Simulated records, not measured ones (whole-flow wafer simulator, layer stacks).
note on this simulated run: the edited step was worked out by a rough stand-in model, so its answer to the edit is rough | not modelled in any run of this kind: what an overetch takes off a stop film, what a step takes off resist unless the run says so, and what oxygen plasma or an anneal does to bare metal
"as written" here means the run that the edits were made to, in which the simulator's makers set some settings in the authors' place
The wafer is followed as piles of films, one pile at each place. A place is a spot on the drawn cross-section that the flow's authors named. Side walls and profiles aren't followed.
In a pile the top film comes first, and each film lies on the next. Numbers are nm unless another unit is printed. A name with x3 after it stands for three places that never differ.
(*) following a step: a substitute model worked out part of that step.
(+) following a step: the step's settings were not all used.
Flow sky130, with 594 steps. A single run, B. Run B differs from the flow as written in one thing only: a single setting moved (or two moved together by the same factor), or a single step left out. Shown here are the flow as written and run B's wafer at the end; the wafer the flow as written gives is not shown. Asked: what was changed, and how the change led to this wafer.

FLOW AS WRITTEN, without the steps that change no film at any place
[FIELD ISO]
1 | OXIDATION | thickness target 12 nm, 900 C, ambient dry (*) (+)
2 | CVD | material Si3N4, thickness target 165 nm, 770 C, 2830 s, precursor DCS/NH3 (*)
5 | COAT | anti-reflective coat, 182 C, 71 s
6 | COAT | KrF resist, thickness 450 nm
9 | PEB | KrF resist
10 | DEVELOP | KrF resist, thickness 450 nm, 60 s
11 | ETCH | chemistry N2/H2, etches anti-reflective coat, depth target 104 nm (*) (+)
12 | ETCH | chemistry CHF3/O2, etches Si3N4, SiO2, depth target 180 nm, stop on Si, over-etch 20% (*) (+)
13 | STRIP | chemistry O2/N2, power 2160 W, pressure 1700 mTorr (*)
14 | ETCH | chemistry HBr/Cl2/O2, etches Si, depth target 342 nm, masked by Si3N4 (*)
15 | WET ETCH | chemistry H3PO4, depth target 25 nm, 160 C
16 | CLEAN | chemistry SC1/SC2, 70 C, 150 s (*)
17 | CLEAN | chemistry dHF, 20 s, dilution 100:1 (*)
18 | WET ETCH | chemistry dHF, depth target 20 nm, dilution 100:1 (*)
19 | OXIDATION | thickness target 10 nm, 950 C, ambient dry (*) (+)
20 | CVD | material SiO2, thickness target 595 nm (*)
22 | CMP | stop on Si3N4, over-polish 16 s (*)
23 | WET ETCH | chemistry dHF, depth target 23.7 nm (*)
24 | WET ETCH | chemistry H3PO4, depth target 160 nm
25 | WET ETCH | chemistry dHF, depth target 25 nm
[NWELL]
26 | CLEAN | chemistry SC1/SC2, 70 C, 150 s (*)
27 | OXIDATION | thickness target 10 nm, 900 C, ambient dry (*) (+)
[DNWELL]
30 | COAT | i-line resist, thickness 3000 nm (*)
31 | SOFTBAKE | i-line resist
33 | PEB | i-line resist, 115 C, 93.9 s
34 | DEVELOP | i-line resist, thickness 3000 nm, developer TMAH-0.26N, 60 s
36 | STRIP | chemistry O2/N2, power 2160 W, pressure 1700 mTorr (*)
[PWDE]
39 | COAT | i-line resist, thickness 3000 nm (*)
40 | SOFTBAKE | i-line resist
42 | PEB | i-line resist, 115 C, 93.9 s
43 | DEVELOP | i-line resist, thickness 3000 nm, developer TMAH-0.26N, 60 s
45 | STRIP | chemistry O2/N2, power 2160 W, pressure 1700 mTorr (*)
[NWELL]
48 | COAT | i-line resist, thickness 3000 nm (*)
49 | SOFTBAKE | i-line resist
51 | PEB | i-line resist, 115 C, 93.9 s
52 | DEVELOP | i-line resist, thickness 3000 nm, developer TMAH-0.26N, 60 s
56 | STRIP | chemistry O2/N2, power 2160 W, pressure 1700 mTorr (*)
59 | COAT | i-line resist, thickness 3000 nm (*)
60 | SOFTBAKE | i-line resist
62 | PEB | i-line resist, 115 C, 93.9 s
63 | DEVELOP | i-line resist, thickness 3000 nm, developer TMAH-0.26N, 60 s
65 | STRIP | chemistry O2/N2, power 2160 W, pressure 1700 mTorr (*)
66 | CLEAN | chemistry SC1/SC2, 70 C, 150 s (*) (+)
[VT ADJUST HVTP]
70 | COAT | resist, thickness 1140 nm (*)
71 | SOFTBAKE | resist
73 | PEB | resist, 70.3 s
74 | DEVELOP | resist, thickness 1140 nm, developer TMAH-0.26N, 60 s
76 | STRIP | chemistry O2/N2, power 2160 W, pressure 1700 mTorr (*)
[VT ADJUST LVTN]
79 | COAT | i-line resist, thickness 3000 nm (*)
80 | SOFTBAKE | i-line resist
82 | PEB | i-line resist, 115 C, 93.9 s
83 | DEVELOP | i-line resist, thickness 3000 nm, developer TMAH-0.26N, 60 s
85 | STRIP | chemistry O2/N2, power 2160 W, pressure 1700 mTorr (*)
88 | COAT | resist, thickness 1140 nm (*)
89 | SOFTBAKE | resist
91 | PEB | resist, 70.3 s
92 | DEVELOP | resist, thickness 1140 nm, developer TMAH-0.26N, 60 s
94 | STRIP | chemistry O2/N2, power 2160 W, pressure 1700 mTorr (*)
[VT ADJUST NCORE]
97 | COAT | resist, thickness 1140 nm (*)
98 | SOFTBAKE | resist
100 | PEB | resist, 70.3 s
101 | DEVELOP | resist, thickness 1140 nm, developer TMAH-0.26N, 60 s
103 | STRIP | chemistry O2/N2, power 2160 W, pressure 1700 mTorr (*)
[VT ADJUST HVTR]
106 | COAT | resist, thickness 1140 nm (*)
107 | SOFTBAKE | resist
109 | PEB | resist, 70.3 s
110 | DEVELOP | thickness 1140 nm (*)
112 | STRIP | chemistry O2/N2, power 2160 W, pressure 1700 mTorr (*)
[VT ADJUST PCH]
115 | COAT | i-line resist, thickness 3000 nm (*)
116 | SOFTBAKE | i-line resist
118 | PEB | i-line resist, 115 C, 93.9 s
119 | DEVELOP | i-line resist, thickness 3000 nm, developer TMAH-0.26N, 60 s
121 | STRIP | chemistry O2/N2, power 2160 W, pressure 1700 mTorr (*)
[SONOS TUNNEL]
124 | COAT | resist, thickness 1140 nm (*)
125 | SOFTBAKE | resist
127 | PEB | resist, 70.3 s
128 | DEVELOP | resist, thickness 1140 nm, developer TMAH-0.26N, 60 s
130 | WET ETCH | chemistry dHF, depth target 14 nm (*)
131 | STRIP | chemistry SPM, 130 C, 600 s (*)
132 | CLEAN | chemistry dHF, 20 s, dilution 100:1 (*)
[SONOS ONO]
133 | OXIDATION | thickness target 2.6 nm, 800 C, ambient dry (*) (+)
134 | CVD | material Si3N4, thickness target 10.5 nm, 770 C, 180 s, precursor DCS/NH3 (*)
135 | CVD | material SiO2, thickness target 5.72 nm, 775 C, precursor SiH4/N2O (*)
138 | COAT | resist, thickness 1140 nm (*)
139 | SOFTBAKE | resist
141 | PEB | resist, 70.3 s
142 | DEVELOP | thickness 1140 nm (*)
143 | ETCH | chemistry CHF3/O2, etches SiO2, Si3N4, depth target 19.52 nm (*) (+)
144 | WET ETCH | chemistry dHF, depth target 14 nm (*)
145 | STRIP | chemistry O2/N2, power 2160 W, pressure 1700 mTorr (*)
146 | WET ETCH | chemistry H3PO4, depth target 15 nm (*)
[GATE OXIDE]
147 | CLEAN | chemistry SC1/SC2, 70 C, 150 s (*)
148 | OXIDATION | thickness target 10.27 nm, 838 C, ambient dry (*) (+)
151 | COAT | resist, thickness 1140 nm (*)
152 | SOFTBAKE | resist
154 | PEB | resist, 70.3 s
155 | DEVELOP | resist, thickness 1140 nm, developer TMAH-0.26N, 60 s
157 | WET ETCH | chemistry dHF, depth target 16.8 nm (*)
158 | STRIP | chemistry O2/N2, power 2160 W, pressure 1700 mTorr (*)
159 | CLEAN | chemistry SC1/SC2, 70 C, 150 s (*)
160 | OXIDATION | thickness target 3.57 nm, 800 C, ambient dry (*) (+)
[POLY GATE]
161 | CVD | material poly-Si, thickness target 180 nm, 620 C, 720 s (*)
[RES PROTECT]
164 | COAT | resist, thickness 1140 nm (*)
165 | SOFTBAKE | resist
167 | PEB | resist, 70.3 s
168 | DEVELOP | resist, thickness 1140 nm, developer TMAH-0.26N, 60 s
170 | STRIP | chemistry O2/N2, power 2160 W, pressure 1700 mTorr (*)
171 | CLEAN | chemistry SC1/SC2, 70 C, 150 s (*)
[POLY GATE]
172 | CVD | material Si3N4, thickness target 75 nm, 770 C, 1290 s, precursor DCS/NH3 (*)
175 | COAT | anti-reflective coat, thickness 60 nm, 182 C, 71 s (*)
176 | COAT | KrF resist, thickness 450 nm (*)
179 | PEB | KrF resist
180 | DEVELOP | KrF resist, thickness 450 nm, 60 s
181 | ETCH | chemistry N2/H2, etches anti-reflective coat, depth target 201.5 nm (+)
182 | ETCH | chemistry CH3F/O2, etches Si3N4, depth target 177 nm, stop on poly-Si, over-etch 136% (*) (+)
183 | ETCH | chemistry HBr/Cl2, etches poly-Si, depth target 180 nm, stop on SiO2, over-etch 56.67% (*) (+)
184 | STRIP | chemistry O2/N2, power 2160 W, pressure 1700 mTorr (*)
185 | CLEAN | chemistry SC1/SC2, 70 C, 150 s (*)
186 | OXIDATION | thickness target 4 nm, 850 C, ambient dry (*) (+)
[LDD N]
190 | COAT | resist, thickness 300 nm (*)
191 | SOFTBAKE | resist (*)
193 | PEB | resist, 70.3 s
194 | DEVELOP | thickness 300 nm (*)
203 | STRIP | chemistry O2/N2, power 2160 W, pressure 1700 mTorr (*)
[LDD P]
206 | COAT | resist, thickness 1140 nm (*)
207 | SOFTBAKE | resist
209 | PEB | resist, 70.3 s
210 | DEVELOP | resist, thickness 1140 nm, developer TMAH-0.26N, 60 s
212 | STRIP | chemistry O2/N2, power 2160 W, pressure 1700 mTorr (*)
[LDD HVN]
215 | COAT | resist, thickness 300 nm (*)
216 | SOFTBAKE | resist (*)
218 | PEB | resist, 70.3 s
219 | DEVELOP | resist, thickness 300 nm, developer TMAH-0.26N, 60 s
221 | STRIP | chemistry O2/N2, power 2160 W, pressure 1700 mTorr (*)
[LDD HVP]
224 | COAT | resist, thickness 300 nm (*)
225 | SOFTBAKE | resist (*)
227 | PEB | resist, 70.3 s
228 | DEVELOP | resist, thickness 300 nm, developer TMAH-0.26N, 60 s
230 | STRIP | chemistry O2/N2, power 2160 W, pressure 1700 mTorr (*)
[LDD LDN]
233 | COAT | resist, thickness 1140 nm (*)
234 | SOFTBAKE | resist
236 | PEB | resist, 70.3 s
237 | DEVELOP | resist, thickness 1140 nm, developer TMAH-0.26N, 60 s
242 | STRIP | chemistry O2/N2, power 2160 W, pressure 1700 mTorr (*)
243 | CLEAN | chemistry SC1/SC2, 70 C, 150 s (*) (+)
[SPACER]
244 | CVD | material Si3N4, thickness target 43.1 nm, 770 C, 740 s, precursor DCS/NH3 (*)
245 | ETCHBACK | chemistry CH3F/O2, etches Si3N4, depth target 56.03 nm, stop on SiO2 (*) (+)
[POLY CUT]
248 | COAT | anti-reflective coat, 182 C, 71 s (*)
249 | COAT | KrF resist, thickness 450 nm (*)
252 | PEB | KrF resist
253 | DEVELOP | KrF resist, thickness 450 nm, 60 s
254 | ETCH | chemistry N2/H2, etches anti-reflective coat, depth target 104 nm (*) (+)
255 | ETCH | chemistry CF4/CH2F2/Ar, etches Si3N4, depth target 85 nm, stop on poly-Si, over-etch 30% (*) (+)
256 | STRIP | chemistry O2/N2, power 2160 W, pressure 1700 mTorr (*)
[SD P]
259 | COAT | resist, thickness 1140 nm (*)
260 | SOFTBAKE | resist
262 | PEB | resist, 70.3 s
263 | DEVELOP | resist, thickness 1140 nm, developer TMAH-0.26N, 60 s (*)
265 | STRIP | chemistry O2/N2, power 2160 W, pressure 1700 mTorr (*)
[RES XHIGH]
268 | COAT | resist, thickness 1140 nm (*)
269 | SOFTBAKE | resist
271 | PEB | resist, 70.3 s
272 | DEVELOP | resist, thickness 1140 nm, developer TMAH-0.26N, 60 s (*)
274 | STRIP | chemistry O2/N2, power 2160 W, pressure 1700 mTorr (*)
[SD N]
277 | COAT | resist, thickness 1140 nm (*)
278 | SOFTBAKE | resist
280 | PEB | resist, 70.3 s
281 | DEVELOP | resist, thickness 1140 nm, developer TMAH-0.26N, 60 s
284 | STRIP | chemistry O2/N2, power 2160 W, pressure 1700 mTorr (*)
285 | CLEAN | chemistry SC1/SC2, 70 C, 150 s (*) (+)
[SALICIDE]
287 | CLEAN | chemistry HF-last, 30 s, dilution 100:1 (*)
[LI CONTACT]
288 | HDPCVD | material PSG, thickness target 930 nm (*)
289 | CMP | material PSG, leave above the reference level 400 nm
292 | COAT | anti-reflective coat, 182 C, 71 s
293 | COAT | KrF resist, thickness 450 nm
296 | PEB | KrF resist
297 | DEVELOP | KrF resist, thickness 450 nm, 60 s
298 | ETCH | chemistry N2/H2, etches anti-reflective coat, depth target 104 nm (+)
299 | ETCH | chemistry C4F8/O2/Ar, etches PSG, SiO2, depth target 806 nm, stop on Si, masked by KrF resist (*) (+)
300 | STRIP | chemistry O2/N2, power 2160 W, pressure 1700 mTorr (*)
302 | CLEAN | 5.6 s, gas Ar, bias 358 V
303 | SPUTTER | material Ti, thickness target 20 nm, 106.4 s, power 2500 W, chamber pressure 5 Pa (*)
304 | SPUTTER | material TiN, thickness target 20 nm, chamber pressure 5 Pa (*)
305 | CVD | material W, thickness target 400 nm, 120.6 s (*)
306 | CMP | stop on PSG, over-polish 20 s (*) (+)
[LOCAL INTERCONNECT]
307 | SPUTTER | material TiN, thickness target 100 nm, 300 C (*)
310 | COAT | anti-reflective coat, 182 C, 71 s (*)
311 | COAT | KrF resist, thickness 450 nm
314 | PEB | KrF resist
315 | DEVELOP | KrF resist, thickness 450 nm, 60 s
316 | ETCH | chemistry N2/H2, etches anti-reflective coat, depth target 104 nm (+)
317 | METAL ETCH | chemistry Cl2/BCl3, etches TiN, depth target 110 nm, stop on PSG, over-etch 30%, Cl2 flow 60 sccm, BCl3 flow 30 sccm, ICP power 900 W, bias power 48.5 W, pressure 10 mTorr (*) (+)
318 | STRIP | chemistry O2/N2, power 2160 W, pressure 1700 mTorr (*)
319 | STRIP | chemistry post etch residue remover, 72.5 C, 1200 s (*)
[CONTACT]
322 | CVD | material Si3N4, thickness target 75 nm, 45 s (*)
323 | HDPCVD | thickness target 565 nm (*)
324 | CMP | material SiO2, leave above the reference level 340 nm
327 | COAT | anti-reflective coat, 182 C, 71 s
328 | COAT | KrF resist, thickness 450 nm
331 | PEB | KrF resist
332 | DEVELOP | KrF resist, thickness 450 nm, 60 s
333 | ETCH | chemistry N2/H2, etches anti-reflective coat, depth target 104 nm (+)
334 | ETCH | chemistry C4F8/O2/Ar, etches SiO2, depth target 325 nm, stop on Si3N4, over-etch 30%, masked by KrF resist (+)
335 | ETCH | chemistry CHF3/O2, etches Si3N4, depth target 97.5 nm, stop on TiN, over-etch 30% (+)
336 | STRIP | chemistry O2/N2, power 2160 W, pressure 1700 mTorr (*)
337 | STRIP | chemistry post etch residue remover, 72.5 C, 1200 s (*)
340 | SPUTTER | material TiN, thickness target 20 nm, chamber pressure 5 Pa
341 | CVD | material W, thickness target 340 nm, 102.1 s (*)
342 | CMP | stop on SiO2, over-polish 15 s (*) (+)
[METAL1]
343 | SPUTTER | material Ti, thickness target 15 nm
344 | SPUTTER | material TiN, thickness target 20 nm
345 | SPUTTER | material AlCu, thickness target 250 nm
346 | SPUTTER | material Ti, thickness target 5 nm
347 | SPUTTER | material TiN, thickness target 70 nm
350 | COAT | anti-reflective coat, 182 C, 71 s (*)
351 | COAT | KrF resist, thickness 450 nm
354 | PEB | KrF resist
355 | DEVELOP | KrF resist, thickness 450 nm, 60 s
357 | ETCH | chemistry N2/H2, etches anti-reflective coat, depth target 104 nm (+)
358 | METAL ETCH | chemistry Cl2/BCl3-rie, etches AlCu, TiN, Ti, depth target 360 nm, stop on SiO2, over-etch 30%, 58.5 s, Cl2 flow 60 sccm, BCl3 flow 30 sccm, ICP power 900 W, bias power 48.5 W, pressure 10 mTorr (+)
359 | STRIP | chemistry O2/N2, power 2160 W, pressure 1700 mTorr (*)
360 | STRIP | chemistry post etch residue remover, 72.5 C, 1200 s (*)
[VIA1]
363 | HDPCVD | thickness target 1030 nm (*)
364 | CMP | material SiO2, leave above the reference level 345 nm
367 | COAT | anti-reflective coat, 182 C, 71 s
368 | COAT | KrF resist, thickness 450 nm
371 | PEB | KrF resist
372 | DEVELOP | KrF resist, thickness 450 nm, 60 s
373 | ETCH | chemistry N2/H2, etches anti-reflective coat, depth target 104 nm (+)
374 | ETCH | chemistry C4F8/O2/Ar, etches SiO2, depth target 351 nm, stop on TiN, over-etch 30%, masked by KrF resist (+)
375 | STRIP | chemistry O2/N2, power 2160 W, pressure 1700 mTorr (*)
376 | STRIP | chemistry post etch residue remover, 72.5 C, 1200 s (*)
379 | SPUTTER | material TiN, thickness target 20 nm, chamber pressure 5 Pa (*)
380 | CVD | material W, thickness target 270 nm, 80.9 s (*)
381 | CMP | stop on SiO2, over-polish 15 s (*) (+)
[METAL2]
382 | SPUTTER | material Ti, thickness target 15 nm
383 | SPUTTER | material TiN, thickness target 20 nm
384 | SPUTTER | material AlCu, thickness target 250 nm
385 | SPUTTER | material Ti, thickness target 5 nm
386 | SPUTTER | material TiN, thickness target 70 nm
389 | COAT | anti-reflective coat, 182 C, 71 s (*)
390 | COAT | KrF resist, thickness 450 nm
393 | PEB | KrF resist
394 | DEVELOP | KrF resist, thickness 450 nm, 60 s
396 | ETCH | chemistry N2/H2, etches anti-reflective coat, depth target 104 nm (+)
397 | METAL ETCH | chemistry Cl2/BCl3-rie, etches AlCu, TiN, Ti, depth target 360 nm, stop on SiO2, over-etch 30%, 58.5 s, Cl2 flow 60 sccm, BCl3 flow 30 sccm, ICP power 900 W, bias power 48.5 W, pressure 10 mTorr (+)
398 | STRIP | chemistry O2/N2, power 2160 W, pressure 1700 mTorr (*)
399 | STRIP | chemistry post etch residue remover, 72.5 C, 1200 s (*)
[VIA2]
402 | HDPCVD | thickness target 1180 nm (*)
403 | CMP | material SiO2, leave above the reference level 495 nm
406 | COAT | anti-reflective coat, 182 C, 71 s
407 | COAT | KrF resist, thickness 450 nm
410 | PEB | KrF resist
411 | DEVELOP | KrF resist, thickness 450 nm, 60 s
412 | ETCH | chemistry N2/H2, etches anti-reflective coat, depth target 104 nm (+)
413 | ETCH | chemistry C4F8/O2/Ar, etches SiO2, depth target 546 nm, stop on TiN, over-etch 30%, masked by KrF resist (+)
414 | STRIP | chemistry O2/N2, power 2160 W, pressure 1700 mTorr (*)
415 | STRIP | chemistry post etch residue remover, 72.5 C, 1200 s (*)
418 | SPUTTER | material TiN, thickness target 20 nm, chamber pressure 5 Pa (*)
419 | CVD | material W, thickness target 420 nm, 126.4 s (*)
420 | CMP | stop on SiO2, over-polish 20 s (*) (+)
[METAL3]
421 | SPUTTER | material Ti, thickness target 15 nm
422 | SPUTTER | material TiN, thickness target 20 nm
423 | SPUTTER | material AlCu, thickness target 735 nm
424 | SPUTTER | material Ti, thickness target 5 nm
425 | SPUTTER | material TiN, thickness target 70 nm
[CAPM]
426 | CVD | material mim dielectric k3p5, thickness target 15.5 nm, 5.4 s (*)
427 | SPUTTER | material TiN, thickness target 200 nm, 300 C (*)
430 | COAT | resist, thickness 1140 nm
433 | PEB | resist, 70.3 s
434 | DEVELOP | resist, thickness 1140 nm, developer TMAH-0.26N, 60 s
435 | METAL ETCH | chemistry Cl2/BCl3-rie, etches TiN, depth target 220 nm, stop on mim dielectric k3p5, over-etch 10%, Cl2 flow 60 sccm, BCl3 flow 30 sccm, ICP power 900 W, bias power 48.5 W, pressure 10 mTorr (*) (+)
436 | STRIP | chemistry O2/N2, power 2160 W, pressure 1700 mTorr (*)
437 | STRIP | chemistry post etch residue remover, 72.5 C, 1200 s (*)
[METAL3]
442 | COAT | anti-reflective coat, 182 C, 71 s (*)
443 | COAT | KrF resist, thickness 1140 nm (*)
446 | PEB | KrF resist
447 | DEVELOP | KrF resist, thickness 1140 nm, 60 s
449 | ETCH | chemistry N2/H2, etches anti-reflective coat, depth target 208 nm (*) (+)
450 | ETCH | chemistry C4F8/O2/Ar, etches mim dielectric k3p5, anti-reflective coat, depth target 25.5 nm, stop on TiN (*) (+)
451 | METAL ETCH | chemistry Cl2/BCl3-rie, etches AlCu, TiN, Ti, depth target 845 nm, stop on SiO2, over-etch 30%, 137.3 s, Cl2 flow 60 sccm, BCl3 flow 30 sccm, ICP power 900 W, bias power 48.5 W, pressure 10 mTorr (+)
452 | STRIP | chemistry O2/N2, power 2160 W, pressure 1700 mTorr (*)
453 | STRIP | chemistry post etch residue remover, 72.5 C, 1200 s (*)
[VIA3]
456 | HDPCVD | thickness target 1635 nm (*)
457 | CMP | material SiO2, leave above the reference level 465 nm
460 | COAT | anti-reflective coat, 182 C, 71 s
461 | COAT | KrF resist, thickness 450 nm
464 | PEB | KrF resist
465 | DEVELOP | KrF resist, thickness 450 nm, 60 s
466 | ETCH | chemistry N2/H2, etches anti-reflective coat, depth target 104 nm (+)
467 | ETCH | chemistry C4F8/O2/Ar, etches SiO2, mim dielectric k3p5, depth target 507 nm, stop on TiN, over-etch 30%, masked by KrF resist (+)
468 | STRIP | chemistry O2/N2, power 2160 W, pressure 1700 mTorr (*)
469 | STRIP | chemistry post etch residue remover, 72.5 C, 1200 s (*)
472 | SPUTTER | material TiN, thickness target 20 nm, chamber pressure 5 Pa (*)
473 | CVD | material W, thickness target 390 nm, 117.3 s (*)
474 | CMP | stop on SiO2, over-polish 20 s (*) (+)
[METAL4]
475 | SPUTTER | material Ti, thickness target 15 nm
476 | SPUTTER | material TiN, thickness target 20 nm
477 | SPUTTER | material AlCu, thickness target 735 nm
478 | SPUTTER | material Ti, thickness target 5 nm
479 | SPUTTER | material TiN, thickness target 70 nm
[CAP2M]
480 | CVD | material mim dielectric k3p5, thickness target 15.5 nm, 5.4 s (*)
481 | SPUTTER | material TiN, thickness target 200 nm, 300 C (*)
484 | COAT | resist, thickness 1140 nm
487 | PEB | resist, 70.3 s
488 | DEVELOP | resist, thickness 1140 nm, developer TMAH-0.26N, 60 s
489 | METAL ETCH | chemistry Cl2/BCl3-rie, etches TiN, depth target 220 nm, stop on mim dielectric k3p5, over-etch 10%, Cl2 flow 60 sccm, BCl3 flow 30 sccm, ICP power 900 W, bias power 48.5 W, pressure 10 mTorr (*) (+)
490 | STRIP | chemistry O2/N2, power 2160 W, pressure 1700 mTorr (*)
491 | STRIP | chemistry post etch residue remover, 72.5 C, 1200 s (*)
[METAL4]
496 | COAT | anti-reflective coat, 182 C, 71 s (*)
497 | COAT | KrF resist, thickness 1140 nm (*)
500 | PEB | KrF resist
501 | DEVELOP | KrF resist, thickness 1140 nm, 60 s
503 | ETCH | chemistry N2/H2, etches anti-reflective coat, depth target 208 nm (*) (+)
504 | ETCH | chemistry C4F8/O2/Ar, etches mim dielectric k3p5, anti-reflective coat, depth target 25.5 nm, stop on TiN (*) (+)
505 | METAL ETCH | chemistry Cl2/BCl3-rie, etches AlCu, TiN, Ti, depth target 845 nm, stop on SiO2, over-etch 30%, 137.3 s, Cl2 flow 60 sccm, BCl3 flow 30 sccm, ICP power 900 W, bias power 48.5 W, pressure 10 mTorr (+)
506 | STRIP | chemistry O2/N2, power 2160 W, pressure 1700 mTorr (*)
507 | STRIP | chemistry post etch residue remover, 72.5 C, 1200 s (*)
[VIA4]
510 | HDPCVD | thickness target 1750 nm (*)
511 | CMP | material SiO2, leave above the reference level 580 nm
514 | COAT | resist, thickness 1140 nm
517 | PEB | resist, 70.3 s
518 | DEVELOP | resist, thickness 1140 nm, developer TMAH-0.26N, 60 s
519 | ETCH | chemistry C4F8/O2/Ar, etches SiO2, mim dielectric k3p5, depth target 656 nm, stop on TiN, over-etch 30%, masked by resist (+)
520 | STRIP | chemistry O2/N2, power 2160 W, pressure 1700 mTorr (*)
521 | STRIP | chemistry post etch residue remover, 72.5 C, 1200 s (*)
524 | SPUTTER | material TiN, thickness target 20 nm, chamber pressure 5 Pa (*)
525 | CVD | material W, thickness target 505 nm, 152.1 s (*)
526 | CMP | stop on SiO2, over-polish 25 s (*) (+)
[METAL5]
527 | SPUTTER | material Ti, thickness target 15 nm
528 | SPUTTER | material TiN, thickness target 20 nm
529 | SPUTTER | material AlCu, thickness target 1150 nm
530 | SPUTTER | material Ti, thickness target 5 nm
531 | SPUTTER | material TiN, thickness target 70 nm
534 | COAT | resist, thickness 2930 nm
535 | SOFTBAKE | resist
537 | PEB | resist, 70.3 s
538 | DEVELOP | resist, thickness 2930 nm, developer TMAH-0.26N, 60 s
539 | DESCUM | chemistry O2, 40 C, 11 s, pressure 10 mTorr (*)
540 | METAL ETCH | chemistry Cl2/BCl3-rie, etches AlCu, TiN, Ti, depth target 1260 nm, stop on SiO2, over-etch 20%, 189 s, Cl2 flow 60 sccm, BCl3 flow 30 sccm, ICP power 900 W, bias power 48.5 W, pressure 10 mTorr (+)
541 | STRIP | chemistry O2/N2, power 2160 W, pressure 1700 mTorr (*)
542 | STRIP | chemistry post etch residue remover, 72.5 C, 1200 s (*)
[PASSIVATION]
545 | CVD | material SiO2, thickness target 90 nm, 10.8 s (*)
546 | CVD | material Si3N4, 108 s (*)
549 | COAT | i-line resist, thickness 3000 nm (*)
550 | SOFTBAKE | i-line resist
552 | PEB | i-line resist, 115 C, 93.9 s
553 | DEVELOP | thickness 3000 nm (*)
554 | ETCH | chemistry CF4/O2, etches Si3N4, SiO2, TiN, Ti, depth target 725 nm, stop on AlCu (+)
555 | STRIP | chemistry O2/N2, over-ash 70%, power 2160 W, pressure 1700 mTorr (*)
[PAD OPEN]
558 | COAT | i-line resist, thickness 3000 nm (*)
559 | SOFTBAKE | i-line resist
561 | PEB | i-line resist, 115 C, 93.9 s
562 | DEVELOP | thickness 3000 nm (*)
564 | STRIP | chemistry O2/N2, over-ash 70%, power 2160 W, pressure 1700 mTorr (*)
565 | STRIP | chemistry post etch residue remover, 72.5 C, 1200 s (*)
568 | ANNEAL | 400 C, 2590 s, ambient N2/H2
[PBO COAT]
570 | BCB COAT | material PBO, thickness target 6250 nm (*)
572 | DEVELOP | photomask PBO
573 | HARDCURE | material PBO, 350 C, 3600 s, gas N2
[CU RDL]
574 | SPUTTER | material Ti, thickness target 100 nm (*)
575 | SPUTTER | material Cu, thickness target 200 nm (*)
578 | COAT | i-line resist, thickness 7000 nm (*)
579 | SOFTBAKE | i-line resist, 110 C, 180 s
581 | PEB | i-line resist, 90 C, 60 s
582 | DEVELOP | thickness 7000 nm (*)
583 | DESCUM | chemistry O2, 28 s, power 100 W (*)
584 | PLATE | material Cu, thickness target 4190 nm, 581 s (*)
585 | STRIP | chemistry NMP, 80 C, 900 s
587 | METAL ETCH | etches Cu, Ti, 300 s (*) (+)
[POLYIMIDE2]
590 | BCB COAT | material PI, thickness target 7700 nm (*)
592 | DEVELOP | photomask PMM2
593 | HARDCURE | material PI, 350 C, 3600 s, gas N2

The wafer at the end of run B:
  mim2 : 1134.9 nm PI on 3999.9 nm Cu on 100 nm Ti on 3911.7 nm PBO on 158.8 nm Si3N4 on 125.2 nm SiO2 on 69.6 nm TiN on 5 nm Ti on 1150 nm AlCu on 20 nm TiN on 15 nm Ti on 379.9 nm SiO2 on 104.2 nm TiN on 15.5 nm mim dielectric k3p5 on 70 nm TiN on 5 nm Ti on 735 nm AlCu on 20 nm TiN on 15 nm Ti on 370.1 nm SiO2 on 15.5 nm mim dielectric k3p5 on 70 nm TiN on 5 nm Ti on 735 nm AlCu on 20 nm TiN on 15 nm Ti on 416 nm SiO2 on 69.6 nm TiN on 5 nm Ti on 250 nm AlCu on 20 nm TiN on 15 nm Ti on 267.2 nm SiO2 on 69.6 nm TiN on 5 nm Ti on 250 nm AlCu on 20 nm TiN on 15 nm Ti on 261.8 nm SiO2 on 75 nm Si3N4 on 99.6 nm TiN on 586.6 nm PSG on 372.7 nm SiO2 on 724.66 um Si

Cause: step 481, SPUTTER: thickness target 105 nm was run, while the flow as written has thickness target 200 nm.

The path from the change to this, step by step:
  481 | SPUTTER | material TiN, thickness target 200 nm, 300 C (*)
      field, active, n_well and 189 more: TiN gains 105 (new film) (in the flow as written it would be: TiN gains 200 (new film))
  489 | METAL ETCH | chemistry Cl2/BCl3-rie, etches TiN, depth target 220 nm, stop on mim dielectric k3p5, over-etch 10%, Cl2 flow 60 sccm, BCl3 flow 30 sccm, ICP power 900 W, bias power 48.5 W, pressure 10 mTorr (*) (+)
      field, active, n_well and 188 more: TiN loses 105 (all of it) (in the flow as written it would be: TiN loses 200 (all of it))
      mim2: resist loses 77 (in the flow as written it would be: resist loses 146.7)
  490 | STRIP | chemistry O2/N2, power 2160 W, pressure 1700 mTorr (*)
      mim2: resist loses 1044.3 (all of it) (in the flow as written it would be: resist loses 974.6 (all of it))
  496 | COAT | anti-reflective coat, 182 C, 71 s (*)
      iso_guard__w2: anti-reflective coat gains 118 (new film) (in the flow as written it would be: anti-reflective coat gains 177.8 (new film))
      mim2: anti-reflective coat gains 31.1 (new film) (in the flow as written it would be: anti-reflective coat gains 40.3 (new film))
  497 | COAT | KrF resist, thickness 1140 nm (*)
      iso_guard__w2: KrF resist gains 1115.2 (new film) (in the flow as written it would be: KrF resist gains 1074.8 (new film))
      mim2: KrF resist gains 1099.4 (new film) (in the flow as written it would be: KrF resist gains 1018.9 (new film))
  506 | STRIP | chemistry O2/N2, power 2160 W, pressure 1700 mTorr (*)
      iso_guard__w2: KrF resist loses 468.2 (all of it), anti-reflective coat loses 118 (all of it) (in the flow as written it would be: KrF resist loses 427.9 (all of it), anti-reflective coat loses 177.8 (all of it))
      mim2: KrF resist loses 452.4 (all of it), anti-reflective coat loses 31.1 (all of it) (in the flow as written it would be: KrF resist loses 372.1 (all of it), anti-reflective coat loses 40.3 (all of it))
  511 | CMP | material SiO2, leave above the reference level 580 nm
      mim2: SiO2 loses 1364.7 (in the flow as written it would be: SiO2 loses 1459.7)
